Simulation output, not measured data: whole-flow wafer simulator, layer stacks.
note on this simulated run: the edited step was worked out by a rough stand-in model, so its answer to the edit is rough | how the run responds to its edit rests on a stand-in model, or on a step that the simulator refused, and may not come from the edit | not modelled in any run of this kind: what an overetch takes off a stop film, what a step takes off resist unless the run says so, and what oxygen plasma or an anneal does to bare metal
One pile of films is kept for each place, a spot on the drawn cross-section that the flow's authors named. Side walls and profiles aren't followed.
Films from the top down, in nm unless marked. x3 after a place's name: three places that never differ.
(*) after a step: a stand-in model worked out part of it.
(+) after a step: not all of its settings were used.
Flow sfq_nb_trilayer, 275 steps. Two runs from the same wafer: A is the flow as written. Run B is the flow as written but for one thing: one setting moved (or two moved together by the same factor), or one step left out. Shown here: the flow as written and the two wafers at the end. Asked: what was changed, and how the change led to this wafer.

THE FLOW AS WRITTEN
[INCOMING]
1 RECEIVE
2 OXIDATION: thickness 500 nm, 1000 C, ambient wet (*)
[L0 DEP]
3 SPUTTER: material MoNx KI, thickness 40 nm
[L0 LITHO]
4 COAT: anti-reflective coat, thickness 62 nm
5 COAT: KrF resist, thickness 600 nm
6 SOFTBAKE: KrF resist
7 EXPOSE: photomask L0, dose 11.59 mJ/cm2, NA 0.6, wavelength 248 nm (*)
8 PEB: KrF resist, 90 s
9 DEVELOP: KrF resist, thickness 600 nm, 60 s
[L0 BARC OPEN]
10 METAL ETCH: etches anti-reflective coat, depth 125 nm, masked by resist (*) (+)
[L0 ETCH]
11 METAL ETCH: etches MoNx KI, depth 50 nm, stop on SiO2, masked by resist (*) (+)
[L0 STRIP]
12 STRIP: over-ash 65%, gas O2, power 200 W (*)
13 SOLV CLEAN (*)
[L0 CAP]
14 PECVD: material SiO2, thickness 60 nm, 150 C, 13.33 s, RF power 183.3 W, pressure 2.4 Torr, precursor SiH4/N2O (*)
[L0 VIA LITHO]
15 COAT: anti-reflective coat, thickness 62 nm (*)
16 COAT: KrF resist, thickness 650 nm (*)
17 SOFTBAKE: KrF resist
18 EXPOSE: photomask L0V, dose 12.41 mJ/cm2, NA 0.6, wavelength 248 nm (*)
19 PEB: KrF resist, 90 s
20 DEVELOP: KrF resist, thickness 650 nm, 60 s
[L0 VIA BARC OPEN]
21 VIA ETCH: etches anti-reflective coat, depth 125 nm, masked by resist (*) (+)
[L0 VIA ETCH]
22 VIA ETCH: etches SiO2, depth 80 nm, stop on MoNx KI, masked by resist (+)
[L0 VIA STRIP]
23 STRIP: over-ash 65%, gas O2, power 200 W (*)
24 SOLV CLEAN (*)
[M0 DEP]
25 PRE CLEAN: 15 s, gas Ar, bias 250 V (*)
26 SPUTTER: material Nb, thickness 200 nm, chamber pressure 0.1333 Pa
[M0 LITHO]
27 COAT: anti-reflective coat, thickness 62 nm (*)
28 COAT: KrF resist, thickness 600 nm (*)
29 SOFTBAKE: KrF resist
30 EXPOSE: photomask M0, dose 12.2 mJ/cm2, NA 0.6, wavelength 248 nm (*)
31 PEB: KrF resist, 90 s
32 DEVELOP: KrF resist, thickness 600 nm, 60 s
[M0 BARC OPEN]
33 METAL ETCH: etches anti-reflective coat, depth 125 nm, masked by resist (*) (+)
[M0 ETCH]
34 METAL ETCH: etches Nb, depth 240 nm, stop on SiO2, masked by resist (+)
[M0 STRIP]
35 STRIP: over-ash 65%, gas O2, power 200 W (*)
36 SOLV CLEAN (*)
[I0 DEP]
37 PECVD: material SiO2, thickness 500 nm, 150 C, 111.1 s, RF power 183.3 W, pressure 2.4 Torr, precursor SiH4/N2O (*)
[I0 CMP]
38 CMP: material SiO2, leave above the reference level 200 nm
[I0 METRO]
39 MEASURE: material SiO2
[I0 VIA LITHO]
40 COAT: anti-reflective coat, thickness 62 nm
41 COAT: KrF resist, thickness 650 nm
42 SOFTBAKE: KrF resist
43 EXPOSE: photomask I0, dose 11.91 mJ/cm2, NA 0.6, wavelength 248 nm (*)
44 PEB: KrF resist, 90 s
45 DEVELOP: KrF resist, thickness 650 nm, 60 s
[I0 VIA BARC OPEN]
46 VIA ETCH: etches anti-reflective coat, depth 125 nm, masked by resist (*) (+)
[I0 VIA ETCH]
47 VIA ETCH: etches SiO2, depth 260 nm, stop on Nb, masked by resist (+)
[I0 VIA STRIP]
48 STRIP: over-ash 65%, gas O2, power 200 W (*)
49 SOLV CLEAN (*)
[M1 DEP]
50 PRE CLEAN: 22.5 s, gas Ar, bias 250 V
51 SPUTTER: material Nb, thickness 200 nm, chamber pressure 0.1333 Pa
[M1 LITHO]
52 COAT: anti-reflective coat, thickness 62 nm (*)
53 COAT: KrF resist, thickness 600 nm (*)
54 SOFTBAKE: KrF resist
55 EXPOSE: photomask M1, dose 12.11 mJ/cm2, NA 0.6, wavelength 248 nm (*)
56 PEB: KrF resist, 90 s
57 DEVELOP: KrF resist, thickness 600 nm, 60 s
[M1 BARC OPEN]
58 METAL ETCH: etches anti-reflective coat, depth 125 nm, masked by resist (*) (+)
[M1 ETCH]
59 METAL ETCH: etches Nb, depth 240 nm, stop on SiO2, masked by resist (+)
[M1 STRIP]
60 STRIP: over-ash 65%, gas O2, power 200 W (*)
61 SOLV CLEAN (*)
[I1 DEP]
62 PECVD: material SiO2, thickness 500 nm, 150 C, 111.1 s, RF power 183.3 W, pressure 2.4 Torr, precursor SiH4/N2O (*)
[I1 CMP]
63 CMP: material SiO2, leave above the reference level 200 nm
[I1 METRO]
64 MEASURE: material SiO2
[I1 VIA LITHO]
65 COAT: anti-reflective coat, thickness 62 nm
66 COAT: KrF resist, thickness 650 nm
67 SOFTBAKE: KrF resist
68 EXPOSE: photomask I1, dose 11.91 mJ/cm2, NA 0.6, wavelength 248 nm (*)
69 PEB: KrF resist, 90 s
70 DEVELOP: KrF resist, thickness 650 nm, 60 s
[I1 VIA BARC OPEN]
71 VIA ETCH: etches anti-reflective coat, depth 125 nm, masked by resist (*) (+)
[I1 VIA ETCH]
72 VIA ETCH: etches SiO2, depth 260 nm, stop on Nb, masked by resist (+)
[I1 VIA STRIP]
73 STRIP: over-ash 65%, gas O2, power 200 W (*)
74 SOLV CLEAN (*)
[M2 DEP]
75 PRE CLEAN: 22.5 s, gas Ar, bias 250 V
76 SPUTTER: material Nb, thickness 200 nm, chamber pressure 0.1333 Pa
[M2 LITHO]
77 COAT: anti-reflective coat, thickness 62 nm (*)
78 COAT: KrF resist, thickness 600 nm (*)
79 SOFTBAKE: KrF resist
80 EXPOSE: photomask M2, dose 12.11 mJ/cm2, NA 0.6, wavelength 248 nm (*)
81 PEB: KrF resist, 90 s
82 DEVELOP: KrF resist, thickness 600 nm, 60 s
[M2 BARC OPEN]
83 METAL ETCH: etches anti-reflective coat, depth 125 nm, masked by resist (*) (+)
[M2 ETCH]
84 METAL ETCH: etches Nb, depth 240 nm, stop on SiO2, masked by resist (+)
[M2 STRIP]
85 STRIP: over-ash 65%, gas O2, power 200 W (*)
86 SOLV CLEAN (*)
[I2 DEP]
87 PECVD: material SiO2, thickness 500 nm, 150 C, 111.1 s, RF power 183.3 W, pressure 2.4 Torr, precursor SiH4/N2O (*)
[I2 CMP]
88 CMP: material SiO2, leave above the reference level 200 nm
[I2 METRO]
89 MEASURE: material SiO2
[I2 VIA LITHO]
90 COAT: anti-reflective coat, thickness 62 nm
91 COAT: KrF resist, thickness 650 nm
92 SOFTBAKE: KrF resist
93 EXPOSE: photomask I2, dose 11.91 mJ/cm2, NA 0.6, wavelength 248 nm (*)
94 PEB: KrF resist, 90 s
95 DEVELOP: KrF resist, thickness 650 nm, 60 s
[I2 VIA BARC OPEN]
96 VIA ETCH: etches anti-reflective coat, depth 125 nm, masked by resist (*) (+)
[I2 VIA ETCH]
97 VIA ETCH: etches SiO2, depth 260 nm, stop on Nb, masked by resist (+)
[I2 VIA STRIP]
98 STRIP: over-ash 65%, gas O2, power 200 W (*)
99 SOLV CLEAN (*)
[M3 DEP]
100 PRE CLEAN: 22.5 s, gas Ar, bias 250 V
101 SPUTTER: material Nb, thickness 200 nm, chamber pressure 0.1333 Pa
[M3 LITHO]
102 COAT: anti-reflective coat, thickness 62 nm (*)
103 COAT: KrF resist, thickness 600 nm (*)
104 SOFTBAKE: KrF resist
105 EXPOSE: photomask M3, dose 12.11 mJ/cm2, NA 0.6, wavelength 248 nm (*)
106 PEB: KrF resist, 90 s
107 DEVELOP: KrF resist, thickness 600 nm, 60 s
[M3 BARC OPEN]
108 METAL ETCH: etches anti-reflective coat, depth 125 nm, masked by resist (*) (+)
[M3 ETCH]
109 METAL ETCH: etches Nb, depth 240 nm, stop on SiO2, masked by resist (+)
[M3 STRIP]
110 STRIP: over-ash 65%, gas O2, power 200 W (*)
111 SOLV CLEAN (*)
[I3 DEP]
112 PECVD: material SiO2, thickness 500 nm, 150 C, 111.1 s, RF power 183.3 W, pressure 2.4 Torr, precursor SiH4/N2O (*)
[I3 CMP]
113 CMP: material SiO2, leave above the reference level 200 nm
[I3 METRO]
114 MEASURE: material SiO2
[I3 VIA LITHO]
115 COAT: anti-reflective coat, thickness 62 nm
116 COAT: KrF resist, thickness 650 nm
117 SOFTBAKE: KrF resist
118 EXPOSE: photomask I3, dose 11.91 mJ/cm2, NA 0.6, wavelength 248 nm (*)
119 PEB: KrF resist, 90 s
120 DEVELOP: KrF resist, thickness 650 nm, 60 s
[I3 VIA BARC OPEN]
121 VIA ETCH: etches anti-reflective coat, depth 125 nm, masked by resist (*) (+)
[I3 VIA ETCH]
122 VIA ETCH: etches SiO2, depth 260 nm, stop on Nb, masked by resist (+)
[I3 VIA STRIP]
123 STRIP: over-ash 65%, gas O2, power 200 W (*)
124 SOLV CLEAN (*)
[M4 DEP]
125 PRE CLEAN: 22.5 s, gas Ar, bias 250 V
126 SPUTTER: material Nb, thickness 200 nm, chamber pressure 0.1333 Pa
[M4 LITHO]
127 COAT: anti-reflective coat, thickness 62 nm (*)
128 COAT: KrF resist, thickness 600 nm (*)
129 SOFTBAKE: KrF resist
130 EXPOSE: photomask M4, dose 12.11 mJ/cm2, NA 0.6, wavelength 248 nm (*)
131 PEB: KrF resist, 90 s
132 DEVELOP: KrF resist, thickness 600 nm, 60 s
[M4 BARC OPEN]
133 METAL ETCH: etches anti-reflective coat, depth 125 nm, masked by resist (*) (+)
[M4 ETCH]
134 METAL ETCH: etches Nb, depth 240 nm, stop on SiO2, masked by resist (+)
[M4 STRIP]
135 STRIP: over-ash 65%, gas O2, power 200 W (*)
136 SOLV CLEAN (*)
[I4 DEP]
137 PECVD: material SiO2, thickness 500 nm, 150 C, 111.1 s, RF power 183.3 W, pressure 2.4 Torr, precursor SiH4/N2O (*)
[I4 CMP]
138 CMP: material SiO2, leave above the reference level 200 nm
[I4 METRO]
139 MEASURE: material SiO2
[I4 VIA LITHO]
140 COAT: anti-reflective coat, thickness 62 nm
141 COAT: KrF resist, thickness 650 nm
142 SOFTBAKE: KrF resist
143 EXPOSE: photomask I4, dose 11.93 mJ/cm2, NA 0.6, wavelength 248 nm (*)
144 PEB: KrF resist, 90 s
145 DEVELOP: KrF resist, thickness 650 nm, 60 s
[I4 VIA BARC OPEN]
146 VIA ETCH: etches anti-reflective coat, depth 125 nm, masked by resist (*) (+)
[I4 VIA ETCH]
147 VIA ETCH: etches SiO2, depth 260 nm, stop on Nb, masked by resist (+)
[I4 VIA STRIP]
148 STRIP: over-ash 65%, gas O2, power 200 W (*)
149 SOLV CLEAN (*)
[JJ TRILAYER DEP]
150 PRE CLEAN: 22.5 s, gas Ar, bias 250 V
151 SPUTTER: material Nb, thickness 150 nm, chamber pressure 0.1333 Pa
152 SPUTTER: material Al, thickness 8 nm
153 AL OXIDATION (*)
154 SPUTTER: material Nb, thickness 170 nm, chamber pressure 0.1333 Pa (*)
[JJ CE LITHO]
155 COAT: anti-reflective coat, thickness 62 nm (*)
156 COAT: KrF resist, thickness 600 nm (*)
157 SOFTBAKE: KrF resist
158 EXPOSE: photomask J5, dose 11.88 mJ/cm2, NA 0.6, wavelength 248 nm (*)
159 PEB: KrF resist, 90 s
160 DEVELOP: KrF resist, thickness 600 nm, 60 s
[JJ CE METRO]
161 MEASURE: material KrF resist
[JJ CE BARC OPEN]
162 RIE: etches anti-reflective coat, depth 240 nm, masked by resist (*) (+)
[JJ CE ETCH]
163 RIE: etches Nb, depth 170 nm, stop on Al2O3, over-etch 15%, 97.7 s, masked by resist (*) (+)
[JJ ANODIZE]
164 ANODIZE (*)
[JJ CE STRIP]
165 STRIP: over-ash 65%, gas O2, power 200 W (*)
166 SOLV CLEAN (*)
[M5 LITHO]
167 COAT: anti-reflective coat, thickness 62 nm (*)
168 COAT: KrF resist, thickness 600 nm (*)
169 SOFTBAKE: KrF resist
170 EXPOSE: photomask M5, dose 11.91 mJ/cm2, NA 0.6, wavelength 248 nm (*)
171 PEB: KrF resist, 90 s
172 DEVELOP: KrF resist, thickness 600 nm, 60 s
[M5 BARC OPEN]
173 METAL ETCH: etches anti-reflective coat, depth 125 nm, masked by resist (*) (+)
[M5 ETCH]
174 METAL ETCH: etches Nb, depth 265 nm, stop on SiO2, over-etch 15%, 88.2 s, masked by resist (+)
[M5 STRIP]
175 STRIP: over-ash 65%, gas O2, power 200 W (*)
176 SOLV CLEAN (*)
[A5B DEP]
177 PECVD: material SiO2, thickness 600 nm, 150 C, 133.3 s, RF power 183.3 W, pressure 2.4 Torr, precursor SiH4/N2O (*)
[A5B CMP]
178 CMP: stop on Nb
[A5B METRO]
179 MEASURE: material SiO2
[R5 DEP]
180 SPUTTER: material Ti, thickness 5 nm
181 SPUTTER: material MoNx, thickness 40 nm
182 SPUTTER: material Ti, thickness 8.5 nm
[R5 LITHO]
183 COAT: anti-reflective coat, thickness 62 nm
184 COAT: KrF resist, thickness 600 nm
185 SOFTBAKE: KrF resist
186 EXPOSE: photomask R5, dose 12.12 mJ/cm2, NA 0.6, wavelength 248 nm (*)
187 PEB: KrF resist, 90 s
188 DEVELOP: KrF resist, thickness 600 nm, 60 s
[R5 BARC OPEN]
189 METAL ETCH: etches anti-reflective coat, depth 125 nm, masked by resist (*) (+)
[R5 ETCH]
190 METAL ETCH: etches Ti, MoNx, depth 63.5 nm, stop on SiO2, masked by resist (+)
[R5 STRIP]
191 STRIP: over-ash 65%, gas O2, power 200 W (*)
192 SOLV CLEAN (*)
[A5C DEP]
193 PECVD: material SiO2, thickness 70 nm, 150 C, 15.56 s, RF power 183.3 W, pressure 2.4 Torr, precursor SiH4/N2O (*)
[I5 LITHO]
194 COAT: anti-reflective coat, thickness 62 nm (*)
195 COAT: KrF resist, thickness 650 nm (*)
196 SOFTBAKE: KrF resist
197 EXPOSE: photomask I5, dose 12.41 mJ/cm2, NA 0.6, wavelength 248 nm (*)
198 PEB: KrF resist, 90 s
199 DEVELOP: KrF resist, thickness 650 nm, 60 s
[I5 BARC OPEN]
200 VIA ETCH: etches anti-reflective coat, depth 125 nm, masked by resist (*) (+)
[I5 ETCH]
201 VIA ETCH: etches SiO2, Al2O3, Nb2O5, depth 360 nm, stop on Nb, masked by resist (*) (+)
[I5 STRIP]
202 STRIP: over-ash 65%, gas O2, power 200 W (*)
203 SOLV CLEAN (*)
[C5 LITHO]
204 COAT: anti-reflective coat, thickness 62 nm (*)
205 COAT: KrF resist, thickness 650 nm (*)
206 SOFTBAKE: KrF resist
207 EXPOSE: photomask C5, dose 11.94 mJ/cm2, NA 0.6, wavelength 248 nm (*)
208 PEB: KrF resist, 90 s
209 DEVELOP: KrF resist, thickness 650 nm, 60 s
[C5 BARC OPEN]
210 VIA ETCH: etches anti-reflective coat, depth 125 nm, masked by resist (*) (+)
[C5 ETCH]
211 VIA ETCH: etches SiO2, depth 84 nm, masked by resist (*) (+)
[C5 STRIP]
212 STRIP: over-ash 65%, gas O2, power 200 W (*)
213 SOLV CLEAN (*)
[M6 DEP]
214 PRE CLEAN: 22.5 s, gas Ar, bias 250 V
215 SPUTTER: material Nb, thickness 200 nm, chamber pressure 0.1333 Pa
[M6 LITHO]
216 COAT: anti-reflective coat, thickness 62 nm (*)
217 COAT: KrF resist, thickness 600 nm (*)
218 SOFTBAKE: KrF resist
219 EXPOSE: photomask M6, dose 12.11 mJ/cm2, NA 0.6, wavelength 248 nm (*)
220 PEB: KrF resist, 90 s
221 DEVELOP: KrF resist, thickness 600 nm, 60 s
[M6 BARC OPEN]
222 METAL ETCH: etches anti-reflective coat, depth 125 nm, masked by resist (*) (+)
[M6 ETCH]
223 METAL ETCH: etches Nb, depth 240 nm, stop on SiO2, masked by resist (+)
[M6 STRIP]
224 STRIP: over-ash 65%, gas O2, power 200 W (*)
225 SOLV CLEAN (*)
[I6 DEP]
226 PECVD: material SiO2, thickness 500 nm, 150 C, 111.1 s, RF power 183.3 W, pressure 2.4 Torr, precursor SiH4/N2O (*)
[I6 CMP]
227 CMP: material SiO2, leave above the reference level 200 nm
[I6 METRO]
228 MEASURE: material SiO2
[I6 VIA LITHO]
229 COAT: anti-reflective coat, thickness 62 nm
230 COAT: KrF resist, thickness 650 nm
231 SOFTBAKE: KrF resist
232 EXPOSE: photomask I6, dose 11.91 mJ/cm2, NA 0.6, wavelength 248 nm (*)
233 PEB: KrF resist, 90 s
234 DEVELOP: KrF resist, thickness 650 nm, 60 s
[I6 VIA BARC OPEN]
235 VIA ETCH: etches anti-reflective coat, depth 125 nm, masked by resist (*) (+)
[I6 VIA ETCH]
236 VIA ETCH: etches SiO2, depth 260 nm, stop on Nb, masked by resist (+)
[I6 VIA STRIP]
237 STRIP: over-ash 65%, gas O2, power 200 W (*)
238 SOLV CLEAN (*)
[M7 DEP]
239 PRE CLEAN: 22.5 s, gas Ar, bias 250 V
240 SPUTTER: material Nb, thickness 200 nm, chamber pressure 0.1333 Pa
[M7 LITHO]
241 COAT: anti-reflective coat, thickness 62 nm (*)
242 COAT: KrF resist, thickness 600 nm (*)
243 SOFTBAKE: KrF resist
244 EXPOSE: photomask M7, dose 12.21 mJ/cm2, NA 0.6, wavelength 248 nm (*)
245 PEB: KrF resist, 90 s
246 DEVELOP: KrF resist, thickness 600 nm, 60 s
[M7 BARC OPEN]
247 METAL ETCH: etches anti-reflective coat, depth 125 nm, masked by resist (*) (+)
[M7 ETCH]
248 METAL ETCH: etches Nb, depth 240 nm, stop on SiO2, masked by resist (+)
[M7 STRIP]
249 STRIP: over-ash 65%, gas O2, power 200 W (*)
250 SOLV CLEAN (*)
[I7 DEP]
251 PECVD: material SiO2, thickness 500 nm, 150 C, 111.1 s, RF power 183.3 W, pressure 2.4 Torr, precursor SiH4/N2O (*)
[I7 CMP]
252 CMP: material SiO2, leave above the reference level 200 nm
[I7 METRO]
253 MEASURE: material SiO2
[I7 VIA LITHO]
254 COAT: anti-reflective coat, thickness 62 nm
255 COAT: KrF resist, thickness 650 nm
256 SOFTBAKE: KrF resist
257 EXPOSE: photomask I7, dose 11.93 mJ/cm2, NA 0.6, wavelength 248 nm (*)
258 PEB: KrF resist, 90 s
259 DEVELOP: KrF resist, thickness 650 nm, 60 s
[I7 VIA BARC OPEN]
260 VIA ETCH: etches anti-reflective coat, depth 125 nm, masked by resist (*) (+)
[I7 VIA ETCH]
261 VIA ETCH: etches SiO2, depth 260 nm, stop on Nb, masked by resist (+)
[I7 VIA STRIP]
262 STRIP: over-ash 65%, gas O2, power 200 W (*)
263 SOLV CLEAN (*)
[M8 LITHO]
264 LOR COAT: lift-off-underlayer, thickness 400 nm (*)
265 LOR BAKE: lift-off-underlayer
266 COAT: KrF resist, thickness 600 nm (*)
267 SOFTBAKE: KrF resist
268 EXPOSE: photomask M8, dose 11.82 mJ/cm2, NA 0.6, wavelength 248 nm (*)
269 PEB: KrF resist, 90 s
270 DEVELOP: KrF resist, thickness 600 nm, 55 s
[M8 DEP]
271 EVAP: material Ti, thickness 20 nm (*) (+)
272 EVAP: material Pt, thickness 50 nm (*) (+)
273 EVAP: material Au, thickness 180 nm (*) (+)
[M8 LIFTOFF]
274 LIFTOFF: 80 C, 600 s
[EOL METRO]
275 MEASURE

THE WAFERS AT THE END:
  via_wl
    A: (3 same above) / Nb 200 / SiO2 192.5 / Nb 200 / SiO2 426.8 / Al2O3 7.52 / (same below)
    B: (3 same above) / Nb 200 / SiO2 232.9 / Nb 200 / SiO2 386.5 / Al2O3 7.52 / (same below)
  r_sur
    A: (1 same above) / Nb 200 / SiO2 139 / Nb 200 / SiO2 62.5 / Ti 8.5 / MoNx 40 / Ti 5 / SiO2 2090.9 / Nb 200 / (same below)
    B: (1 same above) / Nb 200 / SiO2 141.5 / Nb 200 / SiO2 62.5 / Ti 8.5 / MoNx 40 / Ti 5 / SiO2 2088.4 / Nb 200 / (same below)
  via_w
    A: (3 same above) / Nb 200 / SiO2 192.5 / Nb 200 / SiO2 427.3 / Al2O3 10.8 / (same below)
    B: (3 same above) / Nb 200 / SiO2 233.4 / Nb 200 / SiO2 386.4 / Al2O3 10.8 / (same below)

The cause: step 177, PECVD: thickness 342 nm was run, where the flow has thickness 600 nm; step 177, PECVD: 76 s was run, where the flow has 133.3 s.

How the change led to this, step by step:
  177 PECVD: material SiO2, thickness 600 nm, 150 C, 133.3 s, RF power 183.3 W, pressure 2.4 Torr, precursor SiH4/N2O (*)
      v_sur, via_sp, via_v and 47 more: A SiO2 +600 (new film) | B SiO2 +342 (new film)
      field_l, p4_fl, p4_fm and 39 more: A SiO2 +600 | B SiO2 +342
      (and at 14 more places)
  178 CMP: stop on Nb
      r_sur, res, r_end, moat, field_r, lsp_l: A SiO2 -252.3 | B nothing
      via_wl, via_wr: A SiO2 -235.7 | B nothing
      (and at 98 more places)
  181 SPUTTER: material MoNx, thickness 40 nm
      via_wl, via_wr: A MoNx +40 (new film) | B MoNx +36.5 (new film)
  182 SPUTTER: material Ti, thickness 8.5 nm
      via_wl, via_wr: A Ti +8.5 (new film) | B Ti +7.61 (new film)
  183 COAT: anti-reflective coat, thickness 62 nm
      via_wl, via_wr: A anti-reflective coat +62 (new film) | B anti-reflective coat +87.4 (new film)
      v_sur: A anti-reflective coat +62 (new film) | B anti-reflective coat +56.6 (new film)
      (and at 2 more places)
  184 COAT: KrF resist, thickness 600 nm
      via_w: A KrF resist +600 (new film) | B KrF resist +620 (new film)
  188 DEVELOP: KrF resist, thickness 600 nm, 60 s
      via_w: A KrF resist -598.7 (all of it) | B KrF resist -618.7 (all of it)
  189 METAL ETCH: etches anti-reflective coat, depth 125 nm, masked by resist (*) (+)
      via_wl, via_wr: A anti-reflective coat -62 (all of it) | B anti-reflective coat -87.4 (all of it)
      v_sur: A anti-reflective coat -62 (all of it) | B anti-reflective coat -56.6 (all of it)
      (and at 2 more places)
  190 METAL ETCH: etches Ti, MoNx, depth 63.5 nm, stop on SiO2, masked by resist (+)
      via_wl, via_wr: A Ti -8.5 (all of it), MoNx -40 (all of it), Ti -5 (all of it) | B Ti -7.61 (all of it), MoNx -36.5 (all of it), Ti -4.52 (all of it)
  194 COAT: anti-reflective coat, thickness 62 nm (*)
      v_sur: A anti-reflective coat +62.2 (new film) | B anti-reflective coat +56.9 (new film)
      via_wl: A anti-reflective coat +62.2 (new film) | B anti-reflective coat +83 (new film)
      (and at 3 more places)
  195 COAT: KrF resist, thickness 650 nm (*)
      via_w: A KrF resist +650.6 (new film) | B KrF resist +670.8 (new film)
  202 STRIP: over-ash 65%, gas O2, power 200 W (*)
      v_sur: A KrF resist -333.7 (all of it), anti-reflective coat -62.2 (all of it) | B KrF resist -332.4 (all of it), anti-reflective coat -56.9 (all of it)
      via_wl: A KrF resist -333.7 (all of it), anti-reflective coat -62.2 (all of it) | B KrF resist -344.6 (all of it), anti-reflective coat -83 (all of it)
      (and at 3 more places)
  204 COAT: anti-reflective coat, thickness 62 nm (*)
      v_sur: A anti-reflective coat +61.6 (new film) | B anti-reflective coat +56.3 (new film)
      via_wl: A anti-reflective coat +61.6 (new film) | B anti-reflective coat +82.3 (new film)
      (and at 3 more places)
  205 COAT: KrF resist, thickness 650 nm (*)
      via_w: A KrF resist +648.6 (new film) | B KrF resist +668.8 (new film)
  212 STRIP: over-ash 65%, gas O2, power 200 W (*)
      v_sur: A KrF resist -562.4 (all of it), anti-reflective coat -61.6 (all of it) | B KrF resist -560.8 (all of it), anti-reflective coat -56.3 (all of it)
      via_wl: A KrF resist -562.3 (all of it), anti-reflective coat -61.6 (all of it) | B KrF resist -572.9 (all of it), anti-reflective coat -82.3 (all of it)
      (and at 3 more places)
  216 COAT: anti-reflective coat, thickness 62 nm (*)
      v_sur: A anti-reflective coat +61.6 (new film) | B anti-reflective coat +55.7 (new film)
      via_wl: A anti-reflective coat +61.5 (new film) | B anti-reflective coat +80.1 (new film)
      (and at 3 more places)
  ... 2 more steps ...
  227 CMP: material SiO2, leave above the reference level 200 nm
      moat, field_r, lsp_l: A SiO2 -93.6 | B SiO2 -91
      via_wl, via_wr: A SiO2 -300 | B SiO2 -259.6
      (and at 2 more places)
